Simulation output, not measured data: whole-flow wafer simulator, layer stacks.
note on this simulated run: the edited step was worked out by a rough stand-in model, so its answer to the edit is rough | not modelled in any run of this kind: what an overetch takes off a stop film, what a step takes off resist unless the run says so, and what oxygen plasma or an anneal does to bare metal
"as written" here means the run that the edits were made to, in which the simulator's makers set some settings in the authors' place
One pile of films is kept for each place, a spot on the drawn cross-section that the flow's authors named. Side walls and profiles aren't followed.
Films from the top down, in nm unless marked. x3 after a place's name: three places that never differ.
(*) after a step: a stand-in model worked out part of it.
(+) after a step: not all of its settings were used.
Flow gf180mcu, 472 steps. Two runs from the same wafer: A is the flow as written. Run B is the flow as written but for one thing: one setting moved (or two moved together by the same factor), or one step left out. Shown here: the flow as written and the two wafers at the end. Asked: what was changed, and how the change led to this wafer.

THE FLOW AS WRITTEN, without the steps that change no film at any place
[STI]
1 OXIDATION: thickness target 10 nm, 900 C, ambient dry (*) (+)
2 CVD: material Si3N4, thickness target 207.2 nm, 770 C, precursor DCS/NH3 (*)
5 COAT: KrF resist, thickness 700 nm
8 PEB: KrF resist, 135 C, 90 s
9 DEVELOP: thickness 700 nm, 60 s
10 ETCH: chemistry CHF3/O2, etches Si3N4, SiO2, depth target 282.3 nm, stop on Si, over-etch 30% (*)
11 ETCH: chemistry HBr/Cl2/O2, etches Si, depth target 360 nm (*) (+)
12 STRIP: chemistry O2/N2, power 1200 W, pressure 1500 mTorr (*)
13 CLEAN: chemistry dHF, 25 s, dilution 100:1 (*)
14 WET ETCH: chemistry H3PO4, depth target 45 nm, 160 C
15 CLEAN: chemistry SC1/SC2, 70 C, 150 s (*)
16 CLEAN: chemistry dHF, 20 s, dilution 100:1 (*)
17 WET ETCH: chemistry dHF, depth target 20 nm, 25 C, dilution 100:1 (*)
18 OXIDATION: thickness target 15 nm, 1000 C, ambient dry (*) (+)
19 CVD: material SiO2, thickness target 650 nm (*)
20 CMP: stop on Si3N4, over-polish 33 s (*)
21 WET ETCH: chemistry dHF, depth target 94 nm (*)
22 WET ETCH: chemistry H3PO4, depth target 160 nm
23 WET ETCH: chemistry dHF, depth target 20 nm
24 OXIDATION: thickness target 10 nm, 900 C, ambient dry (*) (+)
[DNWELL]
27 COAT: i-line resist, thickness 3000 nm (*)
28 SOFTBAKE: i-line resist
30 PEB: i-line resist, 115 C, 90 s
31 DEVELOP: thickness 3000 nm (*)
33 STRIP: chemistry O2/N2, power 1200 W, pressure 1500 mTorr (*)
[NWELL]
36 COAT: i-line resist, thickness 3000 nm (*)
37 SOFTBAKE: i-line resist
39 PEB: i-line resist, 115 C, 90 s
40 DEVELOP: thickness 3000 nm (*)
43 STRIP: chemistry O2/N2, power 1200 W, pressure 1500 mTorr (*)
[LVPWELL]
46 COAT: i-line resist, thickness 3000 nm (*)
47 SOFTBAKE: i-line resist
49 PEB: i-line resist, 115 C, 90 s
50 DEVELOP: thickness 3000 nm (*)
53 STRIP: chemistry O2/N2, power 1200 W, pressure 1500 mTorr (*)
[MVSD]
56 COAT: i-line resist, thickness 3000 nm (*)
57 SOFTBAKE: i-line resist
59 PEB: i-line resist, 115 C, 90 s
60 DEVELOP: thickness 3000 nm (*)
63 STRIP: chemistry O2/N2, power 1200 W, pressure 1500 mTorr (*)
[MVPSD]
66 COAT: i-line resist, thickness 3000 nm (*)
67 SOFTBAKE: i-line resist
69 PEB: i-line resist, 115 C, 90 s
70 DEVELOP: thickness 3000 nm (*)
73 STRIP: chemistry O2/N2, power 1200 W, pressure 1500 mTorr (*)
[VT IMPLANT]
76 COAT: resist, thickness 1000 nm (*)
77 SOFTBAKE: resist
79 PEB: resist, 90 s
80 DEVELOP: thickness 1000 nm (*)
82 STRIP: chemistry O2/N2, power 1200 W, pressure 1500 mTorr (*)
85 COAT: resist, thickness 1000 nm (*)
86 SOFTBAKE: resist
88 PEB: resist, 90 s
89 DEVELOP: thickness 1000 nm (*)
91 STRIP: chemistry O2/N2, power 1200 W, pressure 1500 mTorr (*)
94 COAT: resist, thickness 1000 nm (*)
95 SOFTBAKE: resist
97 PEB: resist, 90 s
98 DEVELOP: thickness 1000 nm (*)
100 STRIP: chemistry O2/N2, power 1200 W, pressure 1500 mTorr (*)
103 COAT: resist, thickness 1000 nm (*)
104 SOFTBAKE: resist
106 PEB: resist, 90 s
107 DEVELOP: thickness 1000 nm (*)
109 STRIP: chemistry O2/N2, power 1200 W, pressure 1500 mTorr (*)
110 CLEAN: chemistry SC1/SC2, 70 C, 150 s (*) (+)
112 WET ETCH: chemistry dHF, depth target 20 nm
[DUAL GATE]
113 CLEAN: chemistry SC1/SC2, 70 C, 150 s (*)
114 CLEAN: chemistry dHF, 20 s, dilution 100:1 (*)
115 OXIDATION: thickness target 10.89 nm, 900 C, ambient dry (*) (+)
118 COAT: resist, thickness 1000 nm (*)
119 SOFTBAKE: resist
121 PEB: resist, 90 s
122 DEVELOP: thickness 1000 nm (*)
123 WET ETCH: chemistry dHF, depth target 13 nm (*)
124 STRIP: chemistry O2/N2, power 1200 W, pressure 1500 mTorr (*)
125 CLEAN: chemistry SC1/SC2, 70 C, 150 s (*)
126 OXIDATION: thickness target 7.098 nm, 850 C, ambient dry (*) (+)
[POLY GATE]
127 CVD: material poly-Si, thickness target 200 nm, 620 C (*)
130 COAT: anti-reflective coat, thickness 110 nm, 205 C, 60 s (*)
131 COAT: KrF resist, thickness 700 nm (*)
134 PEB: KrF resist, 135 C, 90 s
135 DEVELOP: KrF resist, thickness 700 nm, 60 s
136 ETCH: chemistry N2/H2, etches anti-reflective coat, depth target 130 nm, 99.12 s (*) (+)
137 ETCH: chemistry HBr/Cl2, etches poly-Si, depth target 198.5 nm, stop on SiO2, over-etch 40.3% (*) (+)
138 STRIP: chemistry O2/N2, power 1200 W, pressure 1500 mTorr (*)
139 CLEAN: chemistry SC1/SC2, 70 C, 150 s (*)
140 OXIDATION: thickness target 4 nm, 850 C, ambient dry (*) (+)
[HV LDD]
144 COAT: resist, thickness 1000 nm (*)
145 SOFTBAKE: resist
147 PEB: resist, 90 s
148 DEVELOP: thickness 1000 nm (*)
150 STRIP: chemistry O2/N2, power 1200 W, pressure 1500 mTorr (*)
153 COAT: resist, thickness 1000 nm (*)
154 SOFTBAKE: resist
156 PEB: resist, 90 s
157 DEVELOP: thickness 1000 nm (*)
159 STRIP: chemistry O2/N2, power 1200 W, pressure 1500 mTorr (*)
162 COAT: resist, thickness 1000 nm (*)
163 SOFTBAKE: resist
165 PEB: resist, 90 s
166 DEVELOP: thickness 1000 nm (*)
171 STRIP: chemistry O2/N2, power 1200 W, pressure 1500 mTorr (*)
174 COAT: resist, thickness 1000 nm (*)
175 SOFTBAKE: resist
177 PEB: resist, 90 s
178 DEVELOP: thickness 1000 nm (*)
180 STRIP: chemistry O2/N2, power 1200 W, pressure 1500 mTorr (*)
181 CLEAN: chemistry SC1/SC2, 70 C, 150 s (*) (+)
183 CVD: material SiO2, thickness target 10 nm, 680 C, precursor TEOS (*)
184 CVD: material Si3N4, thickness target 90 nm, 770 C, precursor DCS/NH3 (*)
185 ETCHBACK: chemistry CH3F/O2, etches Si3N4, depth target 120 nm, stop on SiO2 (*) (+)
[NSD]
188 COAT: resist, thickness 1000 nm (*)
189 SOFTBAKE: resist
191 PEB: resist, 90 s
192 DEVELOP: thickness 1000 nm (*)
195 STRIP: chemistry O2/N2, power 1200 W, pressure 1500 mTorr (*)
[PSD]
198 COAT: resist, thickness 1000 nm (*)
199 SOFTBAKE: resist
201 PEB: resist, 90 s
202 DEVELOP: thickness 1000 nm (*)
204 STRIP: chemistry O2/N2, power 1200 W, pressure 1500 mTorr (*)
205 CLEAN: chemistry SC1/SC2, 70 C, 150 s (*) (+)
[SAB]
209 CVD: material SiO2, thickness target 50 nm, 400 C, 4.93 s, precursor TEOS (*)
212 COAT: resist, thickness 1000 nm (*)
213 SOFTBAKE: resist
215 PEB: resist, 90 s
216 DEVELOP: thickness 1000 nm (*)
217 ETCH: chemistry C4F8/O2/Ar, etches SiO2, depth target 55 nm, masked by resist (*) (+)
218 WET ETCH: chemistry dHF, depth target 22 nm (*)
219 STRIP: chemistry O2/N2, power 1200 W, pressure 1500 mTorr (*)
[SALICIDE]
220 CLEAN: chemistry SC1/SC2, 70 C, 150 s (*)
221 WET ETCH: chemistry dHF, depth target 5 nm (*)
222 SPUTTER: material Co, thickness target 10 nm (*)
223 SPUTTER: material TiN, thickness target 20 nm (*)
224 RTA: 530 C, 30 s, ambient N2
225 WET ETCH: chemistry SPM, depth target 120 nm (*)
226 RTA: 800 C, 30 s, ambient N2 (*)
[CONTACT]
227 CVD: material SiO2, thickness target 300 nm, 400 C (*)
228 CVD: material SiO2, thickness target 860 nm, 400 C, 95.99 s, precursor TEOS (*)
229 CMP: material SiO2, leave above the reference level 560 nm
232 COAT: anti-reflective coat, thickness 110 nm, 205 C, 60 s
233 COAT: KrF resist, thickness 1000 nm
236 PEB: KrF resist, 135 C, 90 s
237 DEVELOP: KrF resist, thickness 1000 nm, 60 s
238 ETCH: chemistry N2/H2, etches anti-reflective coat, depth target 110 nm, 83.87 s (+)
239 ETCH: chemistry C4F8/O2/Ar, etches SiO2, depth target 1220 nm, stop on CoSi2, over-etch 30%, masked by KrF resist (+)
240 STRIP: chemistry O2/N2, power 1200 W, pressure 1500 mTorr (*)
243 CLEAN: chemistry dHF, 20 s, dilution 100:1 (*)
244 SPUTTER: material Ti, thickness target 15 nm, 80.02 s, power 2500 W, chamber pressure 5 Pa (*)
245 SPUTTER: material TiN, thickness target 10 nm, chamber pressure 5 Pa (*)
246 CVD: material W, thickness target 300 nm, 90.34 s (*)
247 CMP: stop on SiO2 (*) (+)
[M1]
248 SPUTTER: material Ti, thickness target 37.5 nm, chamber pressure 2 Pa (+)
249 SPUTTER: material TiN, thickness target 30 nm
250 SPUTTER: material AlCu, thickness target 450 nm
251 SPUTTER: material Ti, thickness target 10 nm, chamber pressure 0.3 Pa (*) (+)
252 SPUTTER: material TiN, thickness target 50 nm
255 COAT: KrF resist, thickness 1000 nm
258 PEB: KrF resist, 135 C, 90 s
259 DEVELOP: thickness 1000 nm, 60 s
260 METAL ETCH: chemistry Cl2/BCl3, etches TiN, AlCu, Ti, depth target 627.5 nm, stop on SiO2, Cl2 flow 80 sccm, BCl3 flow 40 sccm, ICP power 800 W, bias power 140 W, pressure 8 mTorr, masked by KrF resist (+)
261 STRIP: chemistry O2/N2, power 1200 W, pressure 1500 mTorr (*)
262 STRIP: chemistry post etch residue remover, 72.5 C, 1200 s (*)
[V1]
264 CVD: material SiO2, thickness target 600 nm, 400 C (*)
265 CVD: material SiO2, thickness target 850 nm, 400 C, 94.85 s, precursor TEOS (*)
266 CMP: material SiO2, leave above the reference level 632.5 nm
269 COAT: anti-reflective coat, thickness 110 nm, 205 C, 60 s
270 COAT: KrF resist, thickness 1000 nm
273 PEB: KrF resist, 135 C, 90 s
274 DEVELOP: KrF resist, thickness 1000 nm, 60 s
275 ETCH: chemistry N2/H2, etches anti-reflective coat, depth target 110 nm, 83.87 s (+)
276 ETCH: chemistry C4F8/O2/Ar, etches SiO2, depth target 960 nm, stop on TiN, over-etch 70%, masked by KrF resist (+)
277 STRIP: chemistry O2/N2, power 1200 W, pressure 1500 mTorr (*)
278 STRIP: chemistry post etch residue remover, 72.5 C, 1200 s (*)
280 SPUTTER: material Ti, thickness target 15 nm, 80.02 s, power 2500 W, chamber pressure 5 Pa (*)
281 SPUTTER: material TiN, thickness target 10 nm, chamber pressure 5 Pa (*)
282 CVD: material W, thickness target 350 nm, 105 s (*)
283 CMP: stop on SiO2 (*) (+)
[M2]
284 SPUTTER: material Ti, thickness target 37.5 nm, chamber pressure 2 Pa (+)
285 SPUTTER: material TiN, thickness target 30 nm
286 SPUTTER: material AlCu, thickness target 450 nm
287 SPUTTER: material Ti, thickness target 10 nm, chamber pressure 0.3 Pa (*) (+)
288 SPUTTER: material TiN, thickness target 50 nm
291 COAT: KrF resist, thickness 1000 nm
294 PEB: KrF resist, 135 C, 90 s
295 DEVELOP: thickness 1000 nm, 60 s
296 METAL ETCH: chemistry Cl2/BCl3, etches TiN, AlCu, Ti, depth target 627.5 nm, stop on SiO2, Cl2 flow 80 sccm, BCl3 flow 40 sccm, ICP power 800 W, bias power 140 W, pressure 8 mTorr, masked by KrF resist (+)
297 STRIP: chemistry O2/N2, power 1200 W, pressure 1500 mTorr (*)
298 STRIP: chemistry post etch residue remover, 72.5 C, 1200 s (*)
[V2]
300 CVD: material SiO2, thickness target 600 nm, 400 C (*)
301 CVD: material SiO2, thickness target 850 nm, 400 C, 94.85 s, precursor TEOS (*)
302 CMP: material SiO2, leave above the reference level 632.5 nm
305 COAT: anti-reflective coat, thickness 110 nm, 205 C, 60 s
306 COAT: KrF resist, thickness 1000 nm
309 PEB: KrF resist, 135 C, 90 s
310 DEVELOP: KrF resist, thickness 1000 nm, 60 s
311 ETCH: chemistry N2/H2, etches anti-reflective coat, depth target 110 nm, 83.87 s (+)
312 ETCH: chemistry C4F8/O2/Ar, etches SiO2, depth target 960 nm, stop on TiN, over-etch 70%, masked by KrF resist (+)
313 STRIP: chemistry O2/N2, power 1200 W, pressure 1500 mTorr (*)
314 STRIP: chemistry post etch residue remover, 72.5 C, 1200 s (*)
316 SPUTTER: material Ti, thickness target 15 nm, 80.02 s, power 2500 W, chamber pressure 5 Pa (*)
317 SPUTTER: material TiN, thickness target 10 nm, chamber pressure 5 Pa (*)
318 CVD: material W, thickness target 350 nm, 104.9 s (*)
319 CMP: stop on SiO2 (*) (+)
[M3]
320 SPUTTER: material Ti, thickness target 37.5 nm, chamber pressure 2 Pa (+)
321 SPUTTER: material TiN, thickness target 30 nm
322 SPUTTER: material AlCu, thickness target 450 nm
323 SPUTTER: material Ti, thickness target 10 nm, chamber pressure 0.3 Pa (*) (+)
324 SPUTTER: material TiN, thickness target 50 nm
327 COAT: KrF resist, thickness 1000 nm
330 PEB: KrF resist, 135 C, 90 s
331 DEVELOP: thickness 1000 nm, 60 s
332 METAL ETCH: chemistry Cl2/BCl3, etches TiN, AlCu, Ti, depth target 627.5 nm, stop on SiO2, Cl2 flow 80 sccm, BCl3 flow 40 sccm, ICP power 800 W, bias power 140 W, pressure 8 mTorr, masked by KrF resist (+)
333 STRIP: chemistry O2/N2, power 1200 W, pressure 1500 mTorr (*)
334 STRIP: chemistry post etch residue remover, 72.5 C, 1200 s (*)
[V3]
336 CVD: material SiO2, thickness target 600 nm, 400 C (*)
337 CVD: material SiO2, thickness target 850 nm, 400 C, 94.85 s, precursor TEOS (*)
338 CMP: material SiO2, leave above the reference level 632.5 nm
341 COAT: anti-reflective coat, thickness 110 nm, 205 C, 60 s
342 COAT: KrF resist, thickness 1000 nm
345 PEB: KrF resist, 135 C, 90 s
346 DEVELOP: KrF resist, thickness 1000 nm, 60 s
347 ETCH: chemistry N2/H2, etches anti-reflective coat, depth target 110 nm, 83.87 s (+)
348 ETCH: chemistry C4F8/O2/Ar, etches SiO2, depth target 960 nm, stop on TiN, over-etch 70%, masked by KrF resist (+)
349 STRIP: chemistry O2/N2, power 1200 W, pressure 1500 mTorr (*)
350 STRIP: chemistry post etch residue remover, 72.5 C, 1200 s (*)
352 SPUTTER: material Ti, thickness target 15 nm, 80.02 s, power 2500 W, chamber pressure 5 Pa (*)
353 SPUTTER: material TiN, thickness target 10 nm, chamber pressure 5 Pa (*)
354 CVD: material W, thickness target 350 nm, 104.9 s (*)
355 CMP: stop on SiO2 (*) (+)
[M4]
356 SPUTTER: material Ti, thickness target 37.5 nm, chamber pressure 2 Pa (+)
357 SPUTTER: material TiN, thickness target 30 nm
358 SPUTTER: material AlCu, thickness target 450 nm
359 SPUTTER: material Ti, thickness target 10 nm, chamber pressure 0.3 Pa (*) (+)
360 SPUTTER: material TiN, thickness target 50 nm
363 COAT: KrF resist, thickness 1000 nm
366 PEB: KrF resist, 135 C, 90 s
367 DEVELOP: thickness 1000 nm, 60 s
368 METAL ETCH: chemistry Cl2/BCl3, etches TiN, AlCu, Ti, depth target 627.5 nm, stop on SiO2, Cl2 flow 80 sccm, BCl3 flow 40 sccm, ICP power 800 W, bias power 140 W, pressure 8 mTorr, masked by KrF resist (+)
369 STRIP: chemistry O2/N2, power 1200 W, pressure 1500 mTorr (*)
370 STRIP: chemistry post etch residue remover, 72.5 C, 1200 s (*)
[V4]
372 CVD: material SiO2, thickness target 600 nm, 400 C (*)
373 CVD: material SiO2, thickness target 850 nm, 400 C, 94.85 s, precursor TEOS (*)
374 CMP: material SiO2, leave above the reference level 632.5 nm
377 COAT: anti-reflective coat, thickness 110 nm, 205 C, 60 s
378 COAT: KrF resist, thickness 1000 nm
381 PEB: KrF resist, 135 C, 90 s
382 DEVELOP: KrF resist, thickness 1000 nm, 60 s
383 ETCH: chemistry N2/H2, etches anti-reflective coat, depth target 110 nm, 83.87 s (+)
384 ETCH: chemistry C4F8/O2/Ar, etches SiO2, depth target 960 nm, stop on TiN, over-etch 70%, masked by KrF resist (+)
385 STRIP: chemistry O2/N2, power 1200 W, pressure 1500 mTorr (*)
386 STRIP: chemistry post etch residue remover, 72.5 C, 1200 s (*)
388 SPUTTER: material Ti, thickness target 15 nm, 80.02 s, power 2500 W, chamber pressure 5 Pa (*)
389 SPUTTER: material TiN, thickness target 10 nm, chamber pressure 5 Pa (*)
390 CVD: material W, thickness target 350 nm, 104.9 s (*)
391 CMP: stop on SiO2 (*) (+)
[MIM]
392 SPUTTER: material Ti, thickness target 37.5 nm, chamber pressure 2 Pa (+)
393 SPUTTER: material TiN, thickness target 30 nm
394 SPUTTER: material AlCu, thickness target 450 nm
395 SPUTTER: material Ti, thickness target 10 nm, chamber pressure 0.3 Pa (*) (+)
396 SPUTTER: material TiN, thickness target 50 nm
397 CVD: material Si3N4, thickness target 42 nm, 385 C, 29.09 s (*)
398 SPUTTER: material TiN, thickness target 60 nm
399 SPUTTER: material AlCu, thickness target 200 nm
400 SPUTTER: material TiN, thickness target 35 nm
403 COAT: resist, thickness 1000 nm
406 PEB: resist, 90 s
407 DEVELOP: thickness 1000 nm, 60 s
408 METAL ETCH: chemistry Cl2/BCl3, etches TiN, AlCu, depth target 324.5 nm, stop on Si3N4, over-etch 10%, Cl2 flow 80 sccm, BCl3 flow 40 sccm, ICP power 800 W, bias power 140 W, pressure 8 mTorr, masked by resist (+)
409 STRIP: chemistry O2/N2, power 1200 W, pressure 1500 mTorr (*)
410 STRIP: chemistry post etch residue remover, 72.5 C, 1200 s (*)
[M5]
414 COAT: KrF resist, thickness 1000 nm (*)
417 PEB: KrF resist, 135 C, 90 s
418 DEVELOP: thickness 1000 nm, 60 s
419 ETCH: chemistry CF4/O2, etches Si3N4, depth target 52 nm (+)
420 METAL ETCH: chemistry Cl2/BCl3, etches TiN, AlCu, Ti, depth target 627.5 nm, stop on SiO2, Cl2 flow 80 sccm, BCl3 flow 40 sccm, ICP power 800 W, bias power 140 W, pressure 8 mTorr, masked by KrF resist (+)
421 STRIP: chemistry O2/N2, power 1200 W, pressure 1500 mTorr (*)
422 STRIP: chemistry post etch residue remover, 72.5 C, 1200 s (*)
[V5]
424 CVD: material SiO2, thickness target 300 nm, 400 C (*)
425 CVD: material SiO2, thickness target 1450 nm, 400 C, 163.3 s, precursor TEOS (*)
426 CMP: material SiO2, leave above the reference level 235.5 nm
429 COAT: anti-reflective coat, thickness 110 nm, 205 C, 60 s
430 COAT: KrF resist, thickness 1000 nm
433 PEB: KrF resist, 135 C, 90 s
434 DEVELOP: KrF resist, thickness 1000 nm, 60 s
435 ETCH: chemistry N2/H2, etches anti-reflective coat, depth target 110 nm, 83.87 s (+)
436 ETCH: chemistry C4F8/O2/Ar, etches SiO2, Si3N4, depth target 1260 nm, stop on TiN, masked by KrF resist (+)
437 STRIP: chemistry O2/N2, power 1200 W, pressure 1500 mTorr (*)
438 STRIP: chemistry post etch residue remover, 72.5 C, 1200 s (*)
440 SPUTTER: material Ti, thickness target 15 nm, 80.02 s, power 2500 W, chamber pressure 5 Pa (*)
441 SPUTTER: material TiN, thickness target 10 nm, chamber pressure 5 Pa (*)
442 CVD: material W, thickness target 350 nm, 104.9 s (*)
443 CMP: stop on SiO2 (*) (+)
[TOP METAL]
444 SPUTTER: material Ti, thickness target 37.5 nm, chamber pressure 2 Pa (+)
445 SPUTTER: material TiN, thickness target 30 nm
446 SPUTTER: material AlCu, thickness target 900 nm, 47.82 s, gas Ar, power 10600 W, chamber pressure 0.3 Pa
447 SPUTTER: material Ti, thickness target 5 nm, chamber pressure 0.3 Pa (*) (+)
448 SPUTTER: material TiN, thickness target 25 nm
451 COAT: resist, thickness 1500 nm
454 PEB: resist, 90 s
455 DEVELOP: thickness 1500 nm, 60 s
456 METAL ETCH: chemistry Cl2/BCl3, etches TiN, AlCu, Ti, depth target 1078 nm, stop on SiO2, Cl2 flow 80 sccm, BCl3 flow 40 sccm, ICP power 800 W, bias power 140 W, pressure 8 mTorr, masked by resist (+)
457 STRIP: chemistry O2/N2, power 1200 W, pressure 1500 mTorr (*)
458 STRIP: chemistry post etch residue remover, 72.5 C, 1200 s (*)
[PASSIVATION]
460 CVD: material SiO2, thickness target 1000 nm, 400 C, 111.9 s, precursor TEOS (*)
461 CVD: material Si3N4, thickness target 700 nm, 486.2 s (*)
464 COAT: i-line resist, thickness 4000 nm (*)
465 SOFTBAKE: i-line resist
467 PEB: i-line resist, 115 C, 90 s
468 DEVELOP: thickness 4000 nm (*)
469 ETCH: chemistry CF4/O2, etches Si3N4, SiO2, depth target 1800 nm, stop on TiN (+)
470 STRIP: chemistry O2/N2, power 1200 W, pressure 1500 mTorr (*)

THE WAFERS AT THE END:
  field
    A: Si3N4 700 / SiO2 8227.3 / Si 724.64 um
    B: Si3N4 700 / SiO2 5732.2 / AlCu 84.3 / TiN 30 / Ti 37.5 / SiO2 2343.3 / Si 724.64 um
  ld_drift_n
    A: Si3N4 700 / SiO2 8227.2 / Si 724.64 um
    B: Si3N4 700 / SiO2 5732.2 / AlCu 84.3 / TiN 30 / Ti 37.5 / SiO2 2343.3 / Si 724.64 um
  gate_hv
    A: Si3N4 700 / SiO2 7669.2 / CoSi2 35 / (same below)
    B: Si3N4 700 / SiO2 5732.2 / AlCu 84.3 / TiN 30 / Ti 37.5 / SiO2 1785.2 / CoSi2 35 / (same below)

The cause: step 281, SPUTTER: thickness target 6.7 nm was run, where the flow has thickness target 10 nm; step 296, METAL ETCH: depth target 420 nm was run, where the flow has depth target 627.5 nm.

How the change led to this, step by step:
  281 SPUTTER: material TiN, thickness target 10 nm, chamber pressure 5 Pa (*)
      field, field__w1, field__w2 and 107 more: A TiN +10 (new film) | B TiN +6.7 (new film)
      contact: A TiN +6.4 (new film) | B TiN +4.29 (new film)
  283 CMP: stop on SiO2 (*) (+)
      field, field__w1, field__w2 and 107 more: A W -350 (all of it), TiN -10 (all of it), Ti -15 (all of it), SiO2 -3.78 | B W -350 (all of it), TiN -6.7 (all of it), Ti -15 (all of it), SiO2 -3.75
  296 METAL ETCH: chemistry Cl2/BCl3, etches TiN, AlCu, Ti, depth target 627.5 nm, stop on SiO2, Cl2 flow 80 sccm, BCl3 flow 40 sccm, ICP power 800 W, bias power 140 W, pressure 8 mTorr, masked by KrF resist (+)
      field, field__w1, field__w2 and 103 more: A TiN -50 (all of it), Ti -10 (all of it), AlCu -450 (all of it), TiN -30 (all of it), Ti -37.5 (all of it) | B TiN -50 (all of it), Ti -10 (all of it), AlCu -360
      field__w8, contact, m1, m1__w1, m1_nw: A KrF resist -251 | B KrF resist -168
  297 STRIP: chemistry O2/N2, power 1200 W, pressure 1500 mTorr (*)
      field__w8, contact, m1, m1__w1, m1_nw: A KrF resist -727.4 (all of it) | B KrF resist -810.4 (all of it)
  298 STRIP: chemistry post etch residue remover, 72.5 C, 1200 s (*)
      field, field__w1, field__w2 and 103 more: A nothing | B AlCu -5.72
  300 CVD: material SiO2, thickness target 600 nm, 400 C (*)
      field, field__w1, field__w2 and 103 more: A SiO2 +600 | B SiO2 +600 (new film)
  302 CMP: material SiO2, leave above the reference level 632.5 nm
      field, field__w1, field__w2 and 103 more: A SiO2 -300 | B SiO2 -451.8
Counting metal films that touch as one body, field has 1 body; the flow as written gives 0 bodies.
Counting metal films that touch as one body, ld_drift_n has 1 body; the flow as written gives 0 bodies.
Counting metal films that touch as one body, gate_hv has 2 bodies (between them, from the top down: SiO2 1785.2); the flow as written gives 1 body.
